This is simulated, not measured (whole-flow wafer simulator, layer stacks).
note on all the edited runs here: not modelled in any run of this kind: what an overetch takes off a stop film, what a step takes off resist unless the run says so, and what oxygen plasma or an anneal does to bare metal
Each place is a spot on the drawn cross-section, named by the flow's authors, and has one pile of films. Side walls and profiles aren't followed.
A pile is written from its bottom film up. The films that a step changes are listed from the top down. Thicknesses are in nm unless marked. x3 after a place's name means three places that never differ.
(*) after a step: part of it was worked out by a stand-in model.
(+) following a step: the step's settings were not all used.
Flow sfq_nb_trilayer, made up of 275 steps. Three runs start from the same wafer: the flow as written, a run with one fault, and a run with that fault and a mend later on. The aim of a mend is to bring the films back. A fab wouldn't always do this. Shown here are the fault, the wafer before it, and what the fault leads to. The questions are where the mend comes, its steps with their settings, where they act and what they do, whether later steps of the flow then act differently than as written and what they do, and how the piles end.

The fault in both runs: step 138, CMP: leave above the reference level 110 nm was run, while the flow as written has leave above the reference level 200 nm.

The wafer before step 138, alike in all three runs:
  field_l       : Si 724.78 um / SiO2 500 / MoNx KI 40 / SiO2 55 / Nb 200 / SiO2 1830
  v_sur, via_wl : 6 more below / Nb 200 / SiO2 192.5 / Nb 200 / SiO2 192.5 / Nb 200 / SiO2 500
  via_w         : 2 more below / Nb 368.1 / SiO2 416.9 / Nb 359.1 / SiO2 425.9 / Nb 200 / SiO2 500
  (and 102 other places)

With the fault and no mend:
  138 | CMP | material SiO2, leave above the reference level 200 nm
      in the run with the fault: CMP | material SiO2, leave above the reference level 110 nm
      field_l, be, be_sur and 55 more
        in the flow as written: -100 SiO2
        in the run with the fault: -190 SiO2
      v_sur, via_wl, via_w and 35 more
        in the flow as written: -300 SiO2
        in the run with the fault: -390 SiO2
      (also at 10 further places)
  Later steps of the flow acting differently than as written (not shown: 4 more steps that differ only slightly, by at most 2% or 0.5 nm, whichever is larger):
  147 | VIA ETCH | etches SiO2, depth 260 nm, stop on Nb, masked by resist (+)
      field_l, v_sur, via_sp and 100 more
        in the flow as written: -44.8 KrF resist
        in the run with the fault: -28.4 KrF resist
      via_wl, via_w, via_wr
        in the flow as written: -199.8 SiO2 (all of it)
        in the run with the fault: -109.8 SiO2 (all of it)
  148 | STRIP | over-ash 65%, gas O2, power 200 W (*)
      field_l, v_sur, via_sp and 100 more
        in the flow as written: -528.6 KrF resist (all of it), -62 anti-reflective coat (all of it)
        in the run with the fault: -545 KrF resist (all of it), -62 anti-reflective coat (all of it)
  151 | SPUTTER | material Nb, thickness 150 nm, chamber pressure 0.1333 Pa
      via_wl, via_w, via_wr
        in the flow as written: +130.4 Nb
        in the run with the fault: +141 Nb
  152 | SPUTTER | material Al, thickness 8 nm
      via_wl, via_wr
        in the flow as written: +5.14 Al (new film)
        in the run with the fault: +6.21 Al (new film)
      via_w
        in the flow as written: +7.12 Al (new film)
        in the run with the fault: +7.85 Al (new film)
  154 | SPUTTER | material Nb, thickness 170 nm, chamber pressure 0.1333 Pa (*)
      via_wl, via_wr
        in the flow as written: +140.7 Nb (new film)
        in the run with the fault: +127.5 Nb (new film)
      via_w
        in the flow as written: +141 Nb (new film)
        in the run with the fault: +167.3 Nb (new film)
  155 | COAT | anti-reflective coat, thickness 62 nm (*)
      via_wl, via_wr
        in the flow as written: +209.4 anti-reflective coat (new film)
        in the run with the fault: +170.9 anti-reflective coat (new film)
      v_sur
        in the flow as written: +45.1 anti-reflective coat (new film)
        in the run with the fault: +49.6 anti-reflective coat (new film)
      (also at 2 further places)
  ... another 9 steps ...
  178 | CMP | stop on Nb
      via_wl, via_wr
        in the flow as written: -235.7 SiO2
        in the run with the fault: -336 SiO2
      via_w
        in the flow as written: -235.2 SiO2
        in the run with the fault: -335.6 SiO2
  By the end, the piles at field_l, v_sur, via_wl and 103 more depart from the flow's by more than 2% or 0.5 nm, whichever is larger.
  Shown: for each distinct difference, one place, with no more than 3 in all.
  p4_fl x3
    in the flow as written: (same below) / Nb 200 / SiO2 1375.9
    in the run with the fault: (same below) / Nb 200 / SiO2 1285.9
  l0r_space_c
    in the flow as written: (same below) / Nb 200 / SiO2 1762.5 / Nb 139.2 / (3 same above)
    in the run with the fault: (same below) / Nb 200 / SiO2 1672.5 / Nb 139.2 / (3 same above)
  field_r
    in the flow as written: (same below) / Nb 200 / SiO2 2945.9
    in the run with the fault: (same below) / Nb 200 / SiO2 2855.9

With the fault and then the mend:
  The mend stands after step 145.
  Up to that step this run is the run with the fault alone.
  145a | STRIP | over-ash 65%, gas O2, power 200 W (*)
      field_l, v_sur, via_sp and 100 more
        -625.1 KrF resist (all of it), -62 anti-reflective coat (all of it)
      via_wl, via_w, via_wr
        -62 anti-reflective coat (all of it)
  145b | PECVD | material SiO2, thickness 90 nm, 150 C, 20 s, RF power 183.3 W, pressure 2.4 Torr, precursor SiH4/N2O (a further turn of the flow's step 137, with different settings)
      field_l, v_sur, via_wl and 103 more
        +90 SiO2
  145c | COAT | anti-reflective coat, thickness 62 nm (a further turn of the flow's step 140)
      field_l, v_sur, via_wl and 103 more
        +62 anti-reflective coat (new film)
  145d | COAT | KrF resist, thickness 650 nm (a further turn of the flow's step 141)
      field_l, v_sur, via_wl and 103 more
        +650 KrF resist (new film)
  145e | SOFTBAKE | KrF resist (a further turn of the flow's step 142)
      does not change any film at any place that is followed
  145f | EXPOSE | photomask I4, dose 11.93 mJ/cm2, NA 0.6, wavelength 248 nm (*) (a further turn of the flow's step 143)
      does not change any film at any place that is followed
  145g | PEB | KrF resist, 90 s (a further turn of the flow's step 144)
      field_l, v_sur, via_wl and 103 more
        -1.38 KrF resist
  145h | DEVELOP | KrF resist, thickness 650 nm, 60 s (a further turn of the flow's step 145)
      field_l, v_sur, via_sp and 100 more
        -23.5 KrF resist
      via_wl, via_w, via_wr
        -648.6 KrF resist (all of it)
  None of the later steps of the flow differs from how it acts as written, at any place that is followed, by more than 2% or 0.5 nm, whichever is larger.
  At the end the piles are close to the flow's at the places that both follow, differing by at most 2% or 0.5 nm, whichever is larger.
